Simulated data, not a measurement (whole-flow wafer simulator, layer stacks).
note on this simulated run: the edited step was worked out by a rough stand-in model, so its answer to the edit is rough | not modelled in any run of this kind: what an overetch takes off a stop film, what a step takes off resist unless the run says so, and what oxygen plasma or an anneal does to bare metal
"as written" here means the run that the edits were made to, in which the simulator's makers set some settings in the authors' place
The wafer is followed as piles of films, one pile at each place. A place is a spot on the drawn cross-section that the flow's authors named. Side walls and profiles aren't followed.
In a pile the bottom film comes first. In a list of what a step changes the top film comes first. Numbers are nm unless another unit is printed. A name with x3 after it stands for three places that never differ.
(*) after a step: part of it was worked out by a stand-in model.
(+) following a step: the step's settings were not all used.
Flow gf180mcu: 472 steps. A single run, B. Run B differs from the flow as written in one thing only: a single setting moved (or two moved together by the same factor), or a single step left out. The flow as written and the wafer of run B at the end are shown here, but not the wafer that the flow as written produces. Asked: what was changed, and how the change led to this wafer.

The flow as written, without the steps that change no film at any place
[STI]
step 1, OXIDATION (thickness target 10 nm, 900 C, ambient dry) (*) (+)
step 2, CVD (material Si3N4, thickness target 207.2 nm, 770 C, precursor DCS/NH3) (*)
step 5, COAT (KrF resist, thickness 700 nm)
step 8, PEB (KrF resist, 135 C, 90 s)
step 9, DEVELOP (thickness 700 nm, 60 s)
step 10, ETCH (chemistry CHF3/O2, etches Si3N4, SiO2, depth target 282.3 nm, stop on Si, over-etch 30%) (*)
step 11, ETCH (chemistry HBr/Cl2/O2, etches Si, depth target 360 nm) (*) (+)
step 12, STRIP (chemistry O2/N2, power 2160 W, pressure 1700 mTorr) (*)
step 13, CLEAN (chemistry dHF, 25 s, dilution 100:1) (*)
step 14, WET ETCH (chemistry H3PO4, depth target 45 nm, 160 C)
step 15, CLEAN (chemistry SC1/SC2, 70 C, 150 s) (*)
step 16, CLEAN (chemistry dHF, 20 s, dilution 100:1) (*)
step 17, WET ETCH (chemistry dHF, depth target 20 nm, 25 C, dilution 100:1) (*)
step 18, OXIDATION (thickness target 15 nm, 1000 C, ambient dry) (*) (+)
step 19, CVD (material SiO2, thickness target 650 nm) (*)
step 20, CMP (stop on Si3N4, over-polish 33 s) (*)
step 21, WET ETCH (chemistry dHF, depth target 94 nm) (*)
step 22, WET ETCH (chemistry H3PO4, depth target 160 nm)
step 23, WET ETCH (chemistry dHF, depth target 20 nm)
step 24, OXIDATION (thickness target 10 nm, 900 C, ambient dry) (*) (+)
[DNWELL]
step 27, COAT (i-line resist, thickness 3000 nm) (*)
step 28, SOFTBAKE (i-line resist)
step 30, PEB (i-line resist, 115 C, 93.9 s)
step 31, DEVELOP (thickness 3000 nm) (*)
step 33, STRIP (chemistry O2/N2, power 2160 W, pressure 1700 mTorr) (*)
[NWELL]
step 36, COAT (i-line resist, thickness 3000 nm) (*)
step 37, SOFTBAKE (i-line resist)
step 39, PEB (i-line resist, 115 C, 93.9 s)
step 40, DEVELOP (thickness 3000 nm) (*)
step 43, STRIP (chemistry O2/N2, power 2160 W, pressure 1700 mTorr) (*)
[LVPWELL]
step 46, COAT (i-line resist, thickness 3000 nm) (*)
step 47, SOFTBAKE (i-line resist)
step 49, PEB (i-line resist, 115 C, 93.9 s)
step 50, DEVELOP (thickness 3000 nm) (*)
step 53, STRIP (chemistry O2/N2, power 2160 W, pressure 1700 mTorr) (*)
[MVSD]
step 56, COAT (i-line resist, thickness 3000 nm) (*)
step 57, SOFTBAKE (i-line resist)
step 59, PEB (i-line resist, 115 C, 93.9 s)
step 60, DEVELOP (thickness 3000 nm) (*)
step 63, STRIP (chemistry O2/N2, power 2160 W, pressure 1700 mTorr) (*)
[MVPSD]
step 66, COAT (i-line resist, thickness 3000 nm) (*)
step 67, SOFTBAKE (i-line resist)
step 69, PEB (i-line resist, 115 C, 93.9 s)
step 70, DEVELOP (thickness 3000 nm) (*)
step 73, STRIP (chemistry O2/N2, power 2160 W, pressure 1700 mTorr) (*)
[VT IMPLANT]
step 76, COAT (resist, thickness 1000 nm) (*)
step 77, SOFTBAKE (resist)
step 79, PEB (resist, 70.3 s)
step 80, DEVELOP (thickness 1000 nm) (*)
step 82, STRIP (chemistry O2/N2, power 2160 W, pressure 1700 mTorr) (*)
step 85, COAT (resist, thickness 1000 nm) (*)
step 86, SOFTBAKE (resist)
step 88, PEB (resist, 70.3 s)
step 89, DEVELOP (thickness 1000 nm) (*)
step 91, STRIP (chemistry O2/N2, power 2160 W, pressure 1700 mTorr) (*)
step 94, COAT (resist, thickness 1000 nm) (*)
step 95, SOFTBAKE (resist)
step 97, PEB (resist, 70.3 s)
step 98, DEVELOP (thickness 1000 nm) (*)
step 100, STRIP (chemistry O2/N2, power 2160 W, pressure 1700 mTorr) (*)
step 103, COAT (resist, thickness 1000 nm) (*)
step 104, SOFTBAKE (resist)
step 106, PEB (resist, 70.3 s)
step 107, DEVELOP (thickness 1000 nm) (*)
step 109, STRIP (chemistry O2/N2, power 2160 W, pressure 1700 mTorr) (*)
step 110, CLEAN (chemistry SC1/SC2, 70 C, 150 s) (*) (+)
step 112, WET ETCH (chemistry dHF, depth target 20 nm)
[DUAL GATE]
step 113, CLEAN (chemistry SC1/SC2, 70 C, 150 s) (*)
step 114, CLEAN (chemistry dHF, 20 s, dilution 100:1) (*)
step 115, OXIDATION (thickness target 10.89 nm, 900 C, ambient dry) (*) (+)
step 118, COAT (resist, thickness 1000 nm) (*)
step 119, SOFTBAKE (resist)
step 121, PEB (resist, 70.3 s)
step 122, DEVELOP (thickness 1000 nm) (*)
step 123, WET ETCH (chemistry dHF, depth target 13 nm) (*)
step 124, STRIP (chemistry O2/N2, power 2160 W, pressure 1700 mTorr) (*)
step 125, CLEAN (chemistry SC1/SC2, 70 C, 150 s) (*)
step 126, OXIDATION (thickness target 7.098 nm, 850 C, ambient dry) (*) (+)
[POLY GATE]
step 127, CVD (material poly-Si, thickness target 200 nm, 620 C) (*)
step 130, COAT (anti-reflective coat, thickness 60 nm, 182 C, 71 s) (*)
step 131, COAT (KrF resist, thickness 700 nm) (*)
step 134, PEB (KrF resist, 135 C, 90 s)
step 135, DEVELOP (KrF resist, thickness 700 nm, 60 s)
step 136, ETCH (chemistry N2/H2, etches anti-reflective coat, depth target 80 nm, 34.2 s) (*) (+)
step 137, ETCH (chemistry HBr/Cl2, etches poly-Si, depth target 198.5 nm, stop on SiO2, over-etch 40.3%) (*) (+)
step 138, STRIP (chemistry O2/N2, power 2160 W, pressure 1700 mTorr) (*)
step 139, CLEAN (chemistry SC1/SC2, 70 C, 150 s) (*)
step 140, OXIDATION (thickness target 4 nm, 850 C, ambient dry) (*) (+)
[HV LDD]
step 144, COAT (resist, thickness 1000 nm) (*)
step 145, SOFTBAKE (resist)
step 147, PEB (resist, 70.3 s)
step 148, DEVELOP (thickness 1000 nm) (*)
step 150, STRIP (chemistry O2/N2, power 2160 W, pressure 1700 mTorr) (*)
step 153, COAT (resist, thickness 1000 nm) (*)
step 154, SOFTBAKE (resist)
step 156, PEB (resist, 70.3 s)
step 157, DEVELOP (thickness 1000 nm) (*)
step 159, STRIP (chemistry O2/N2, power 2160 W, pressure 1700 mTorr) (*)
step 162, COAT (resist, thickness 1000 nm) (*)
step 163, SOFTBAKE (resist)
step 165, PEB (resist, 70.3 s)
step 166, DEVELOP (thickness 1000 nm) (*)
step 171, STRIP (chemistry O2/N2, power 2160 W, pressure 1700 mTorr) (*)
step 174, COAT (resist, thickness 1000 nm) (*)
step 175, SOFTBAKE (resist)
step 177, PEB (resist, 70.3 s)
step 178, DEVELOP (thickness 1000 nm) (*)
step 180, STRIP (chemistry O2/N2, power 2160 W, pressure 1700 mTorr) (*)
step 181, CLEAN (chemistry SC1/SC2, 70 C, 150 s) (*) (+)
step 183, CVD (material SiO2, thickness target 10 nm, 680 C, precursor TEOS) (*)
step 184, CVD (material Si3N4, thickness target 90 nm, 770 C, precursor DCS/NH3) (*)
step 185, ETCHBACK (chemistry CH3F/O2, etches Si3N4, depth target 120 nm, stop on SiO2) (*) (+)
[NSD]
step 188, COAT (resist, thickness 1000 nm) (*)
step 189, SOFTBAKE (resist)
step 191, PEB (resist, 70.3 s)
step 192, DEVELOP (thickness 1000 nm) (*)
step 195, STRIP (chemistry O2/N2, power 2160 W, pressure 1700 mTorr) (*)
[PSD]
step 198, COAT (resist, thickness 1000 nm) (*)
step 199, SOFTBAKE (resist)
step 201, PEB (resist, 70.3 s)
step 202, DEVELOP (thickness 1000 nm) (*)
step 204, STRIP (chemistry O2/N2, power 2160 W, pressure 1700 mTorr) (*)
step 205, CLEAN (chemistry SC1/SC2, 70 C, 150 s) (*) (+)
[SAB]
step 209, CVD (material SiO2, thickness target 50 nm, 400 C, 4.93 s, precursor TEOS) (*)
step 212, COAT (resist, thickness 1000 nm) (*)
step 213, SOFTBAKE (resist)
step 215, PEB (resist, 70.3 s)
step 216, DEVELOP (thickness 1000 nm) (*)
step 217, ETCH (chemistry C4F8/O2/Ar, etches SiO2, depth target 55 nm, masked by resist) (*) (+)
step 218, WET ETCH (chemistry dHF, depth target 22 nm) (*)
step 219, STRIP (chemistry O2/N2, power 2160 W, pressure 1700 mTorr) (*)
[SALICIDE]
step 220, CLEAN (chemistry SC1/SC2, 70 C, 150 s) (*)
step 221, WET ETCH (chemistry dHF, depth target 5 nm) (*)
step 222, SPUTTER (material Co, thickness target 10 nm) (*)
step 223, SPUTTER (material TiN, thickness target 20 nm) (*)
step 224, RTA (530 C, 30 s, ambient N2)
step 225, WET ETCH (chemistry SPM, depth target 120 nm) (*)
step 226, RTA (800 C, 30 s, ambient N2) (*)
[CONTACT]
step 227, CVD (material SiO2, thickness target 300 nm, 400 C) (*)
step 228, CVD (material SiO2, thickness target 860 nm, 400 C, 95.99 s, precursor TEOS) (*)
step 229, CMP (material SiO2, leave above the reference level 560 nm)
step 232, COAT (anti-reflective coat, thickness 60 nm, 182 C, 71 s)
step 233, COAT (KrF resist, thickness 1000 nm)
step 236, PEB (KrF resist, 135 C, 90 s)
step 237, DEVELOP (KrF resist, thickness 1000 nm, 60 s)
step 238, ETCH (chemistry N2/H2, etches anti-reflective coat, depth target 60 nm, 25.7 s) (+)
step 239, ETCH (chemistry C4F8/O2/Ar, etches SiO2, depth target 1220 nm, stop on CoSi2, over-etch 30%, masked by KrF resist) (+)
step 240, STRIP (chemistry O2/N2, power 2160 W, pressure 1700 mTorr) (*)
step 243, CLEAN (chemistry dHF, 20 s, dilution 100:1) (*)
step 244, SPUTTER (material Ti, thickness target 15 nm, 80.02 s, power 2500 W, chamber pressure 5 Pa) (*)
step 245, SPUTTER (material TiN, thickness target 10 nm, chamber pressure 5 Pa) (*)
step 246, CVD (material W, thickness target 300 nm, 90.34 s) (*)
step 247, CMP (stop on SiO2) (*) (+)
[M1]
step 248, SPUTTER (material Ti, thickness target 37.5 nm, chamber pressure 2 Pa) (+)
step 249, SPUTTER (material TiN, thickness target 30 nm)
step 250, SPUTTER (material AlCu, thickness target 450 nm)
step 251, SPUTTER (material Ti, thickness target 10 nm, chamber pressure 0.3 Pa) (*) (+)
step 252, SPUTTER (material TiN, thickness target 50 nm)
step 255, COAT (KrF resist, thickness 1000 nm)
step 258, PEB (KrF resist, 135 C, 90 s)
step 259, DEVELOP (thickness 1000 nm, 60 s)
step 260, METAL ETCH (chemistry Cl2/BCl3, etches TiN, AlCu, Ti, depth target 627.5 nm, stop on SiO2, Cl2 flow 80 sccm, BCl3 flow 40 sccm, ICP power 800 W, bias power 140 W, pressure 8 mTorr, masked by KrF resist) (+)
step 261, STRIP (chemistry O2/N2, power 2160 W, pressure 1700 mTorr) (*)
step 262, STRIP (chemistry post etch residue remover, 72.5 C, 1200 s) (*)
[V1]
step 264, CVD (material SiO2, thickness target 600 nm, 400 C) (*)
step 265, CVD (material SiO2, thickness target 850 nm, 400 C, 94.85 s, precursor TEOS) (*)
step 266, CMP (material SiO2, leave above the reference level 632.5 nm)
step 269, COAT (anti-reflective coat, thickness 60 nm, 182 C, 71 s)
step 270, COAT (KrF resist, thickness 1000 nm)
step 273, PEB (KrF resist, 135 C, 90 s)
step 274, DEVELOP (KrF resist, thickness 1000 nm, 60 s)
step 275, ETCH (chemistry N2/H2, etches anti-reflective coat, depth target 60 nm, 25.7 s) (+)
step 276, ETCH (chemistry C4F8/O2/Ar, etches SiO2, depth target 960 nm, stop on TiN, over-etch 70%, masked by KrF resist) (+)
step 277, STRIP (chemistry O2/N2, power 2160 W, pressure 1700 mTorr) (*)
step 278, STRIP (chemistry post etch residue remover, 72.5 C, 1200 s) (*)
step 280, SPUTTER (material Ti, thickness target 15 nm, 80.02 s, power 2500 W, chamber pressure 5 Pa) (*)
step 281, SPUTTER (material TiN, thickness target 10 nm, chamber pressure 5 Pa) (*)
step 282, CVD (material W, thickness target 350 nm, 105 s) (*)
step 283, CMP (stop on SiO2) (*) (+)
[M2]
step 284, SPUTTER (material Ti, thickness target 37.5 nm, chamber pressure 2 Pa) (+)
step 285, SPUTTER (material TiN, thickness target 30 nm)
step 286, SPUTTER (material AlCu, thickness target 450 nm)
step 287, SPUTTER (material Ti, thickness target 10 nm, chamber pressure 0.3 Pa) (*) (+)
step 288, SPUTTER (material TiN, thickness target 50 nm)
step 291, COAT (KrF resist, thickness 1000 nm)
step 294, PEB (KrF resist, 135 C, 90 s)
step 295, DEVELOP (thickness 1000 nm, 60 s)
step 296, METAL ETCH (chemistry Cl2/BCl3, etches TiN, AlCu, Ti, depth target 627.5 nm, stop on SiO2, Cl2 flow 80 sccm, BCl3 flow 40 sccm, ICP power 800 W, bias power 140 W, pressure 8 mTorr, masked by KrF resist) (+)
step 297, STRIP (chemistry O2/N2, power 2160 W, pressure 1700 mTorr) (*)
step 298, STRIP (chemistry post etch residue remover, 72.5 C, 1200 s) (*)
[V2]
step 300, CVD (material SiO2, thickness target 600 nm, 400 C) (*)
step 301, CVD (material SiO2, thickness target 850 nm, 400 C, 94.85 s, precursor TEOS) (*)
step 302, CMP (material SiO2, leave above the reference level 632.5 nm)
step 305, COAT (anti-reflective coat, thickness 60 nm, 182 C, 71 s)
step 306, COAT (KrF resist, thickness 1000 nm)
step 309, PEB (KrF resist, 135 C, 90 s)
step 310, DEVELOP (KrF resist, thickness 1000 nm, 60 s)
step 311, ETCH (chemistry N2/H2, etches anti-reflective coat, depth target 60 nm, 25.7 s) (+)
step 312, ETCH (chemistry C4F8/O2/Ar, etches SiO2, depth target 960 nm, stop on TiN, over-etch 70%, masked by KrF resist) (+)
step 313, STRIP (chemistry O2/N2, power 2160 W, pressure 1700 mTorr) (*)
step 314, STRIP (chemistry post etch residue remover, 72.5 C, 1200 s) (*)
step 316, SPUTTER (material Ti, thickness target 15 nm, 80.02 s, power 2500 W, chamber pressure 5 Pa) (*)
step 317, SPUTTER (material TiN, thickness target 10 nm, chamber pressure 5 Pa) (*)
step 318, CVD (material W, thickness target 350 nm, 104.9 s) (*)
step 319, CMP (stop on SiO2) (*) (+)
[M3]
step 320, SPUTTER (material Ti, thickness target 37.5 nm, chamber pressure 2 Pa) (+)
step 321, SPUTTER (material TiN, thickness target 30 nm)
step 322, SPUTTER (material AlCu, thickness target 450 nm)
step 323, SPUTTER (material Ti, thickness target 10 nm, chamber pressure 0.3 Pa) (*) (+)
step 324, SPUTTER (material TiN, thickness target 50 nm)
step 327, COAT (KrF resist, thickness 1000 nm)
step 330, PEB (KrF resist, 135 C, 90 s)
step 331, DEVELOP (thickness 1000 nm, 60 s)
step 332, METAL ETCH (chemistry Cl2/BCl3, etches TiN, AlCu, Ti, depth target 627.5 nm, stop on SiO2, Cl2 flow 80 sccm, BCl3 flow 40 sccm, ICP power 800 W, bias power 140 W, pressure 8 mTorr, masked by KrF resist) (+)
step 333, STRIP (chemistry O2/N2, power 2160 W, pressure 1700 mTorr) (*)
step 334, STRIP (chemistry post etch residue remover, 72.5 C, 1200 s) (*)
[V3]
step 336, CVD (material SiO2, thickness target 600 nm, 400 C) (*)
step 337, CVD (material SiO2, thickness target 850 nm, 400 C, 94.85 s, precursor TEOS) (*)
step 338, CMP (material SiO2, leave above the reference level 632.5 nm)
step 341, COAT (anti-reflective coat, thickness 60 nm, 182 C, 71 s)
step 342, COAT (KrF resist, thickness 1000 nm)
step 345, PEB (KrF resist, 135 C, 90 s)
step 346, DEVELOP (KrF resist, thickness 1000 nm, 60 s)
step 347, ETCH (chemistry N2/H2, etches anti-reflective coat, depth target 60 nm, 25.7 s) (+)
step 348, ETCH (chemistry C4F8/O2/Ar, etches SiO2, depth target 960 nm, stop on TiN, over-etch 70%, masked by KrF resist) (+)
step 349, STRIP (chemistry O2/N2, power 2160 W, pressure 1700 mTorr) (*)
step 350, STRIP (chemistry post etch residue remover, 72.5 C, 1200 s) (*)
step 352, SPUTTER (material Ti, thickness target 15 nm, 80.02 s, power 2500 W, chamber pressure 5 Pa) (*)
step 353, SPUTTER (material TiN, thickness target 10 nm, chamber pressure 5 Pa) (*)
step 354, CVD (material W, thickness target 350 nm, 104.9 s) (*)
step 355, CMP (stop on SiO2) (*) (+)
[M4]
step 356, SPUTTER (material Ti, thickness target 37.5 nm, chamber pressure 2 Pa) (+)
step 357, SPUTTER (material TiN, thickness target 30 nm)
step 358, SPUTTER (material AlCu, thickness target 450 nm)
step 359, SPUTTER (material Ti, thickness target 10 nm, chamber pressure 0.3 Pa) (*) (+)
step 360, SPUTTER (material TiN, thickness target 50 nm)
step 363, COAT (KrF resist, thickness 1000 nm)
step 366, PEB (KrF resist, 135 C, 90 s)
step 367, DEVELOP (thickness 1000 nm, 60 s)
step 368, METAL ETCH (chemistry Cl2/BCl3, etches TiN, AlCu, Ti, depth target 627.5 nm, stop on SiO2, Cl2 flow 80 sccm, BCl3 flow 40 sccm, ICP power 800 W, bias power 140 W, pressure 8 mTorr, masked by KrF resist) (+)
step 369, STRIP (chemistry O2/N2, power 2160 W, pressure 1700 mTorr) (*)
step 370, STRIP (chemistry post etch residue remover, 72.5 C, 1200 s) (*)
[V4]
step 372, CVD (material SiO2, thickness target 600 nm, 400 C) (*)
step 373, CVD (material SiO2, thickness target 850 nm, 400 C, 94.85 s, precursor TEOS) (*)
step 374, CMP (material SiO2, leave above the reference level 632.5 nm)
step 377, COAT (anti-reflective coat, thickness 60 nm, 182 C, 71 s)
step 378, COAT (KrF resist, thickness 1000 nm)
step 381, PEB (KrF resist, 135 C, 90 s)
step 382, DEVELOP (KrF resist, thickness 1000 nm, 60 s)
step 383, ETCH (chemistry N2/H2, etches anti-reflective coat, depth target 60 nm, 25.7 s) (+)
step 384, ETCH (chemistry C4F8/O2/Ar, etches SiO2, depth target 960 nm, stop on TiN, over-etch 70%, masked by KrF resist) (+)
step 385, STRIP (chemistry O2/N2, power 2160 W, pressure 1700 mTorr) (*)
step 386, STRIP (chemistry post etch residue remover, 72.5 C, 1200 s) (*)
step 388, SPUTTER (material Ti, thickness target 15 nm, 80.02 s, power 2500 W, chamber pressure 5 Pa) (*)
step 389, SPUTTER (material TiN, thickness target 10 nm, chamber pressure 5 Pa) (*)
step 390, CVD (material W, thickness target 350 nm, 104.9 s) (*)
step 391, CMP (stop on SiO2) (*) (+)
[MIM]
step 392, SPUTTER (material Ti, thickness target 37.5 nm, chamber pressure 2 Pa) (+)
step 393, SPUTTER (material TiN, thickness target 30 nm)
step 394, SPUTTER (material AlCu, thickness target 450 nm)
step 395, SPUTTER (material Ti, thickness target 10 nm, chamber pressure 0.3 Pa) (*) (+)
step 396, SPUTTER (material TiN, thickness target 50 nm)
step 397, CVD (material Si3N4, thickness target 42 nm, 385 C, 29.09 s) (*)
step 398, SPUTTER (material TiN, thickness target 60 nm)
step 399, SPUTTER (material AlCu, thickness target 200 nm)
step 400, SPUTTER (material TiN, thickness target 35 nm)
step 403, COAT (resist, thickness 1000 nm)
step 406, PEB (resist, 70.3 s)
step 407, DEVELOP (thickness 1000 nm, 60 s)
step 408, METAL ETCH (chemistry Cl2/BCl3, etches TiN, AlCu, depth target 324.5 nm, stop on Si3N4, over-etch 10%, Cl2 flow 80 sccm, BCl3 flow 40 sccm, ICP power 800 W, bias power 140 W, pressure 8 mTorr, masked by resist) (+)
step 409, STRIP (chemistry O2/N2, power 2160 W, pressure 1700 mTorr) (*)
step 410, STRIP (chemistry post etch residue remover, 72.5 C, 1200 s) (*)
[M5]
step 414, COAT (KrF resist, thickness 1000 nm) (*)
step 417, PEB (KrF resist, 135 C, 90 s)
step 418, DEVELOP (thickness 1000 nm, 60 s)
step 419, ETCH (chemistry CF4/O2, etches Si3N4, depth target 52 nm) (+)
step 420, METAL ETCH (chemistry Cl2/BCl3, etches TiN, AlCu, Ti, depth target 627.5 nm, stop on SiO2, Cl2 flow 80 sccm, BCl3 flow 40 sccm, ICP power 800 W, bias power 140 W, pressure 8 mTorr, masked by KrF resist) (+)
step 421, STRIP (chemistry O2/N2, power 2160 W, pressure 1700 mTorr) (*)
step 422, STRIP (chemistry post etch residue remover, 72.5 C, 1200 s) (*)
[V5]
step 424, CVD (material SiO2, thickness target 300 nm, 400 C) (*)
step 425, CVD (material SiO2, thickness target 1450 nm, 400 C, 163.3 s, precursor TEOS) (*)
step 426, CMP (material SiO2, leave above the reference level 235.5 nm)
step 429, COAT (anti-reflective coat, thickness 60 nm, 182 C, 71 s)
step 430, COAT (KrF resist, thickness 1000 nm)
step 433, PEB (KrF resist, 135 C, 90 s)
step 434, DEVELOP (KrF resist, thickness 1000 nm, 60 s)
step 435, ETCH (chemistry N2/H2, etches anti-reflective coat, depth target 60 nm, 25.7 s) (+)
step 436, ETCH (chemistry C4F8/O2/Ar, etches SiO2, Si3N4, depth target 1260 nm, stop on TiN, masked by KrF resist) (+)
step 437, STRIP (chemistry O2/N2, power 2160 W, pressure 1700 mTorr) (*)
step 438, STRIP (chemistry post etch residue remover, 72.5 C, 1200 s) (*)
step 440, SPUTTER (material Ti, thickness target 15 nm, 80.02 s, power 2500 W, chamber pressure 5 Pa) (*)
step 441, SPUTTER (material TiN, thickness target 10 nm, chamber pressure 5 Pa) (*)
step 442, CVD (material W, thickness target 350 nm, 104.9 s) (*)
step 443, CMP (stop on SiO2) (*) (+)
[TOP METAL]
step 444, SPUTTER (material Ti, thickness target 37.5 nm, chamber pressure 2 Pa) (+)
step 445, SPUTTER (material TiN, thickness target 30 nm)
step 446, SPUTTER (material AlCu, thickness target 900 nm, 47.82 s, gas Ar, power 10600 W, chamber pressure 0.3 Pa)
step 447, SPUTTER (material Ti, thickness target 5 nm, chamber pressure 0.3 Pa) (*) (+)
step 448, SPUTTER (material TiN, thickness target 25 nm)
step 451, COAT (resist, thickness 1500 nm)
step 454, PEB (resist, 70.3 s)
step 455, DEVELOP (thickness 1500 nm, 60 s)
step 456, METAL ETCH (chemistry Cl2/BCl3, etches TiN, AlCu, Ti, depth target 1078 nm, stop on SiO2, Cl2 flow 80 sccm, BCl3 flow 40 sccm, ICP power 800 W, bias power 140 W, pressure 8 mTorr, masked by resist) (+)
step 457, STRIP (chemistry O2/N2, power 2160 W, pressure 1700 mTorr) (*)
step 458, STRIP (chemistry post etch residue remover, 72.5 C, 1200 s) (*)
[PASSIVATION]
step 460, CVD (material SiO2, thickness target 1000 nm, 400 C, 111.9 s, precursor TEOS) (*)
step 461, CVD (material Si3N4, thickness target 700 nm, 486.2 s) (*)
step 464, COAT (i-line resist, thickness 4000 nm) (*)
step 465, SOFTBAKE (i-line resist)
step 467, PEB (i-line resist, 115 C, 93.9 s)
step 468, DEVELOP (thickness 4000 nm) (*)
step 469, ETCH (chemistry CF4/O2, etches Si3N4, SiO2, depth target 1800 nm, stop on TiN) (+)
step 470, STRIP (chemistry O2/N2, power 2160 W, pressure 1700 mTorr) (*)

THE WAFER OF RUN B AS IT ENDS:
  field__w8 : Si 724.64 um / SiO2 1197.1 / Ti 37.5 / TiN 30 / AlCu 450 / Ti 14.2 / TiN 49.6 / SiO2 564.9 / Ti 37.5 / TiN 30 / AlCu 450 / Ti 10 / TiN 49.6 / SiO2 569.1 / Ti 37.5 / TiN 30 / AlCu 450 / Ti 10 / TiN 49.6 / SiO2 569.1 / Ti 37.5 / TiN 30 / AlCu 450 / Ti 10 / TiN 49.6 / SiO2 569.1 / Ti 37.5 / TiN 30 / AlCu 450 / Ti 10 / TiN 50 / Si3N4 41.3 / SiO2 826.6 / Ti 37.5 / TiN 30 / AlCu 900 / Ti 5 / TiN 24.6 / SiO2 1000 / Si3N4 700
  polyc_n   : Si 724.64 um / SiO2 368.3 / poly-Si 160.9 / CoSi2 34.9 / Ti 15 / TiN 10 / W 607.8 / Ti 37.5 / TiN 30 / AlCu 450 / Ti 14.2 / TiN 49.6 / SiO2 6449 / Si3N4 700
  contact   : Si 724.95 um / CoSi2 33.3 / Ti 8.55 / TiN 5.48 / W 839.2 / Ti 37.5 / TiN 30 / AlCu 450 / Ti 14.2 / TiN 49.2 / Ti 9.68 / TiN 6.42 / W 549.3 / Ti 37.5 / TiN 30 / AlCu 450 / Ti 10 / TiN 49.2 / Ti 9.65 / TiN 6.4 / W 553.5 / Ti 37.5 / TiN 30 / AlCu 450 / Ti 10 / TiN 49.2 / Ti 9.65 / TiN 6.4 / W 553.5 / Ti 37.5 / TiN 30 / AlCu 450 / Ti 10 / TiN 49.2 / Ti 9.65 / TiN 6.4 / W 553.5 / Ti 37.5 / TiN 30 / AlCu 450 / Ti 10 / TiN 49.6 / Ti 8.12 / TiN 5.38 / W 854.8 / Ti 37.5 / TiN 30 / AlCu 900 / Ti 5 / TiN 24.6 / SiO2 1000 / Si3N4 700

Cause: step 251, SPUTTER: thickness target 14.2 nm was run, whereas the flow has thickness target 10 nm.
The wafer itself shows it: field__w8 has Ti 14.2, and step 251 as written asks for 10 nm.

How this came from the change, step by step:
  step 251, SPUTTER (material Ti, thickness target 10 nm, chamber pressure 0.3 Pa) (*) (+)
      field, field__w1, field__w2 and 108 more: Ti gains 14.2 (new film) (it would be, as written: Ti gains 10 (new film))
  step 260, METAL ETCH (chemistry Cl2/BCl3, etches TiN, AlCu, Ti, depth target 627.5 nm, stop on SiO2, Cl2 flow 80 sccm, BCl3 flow 40 sccm, ICP power 800 W, bias power 140 W, pressure 8 mTorr, masked by KrF resist) (+)
      field, field__w1, field__w2 and 99 more: TiN loses 50 (all of it), Ti loses 14.2 (all of it), AlCu loses 450 (all of it), TiN loses 30 (all of it), Ti loses 37.5 (all of it) (it would be, as written: TiN loses 50 (all of it), Ti loses 10 (all of it), AlCu loses 450 (all of it), TiN loses 30 (all of it), Ti loses 37.5 (all of it))
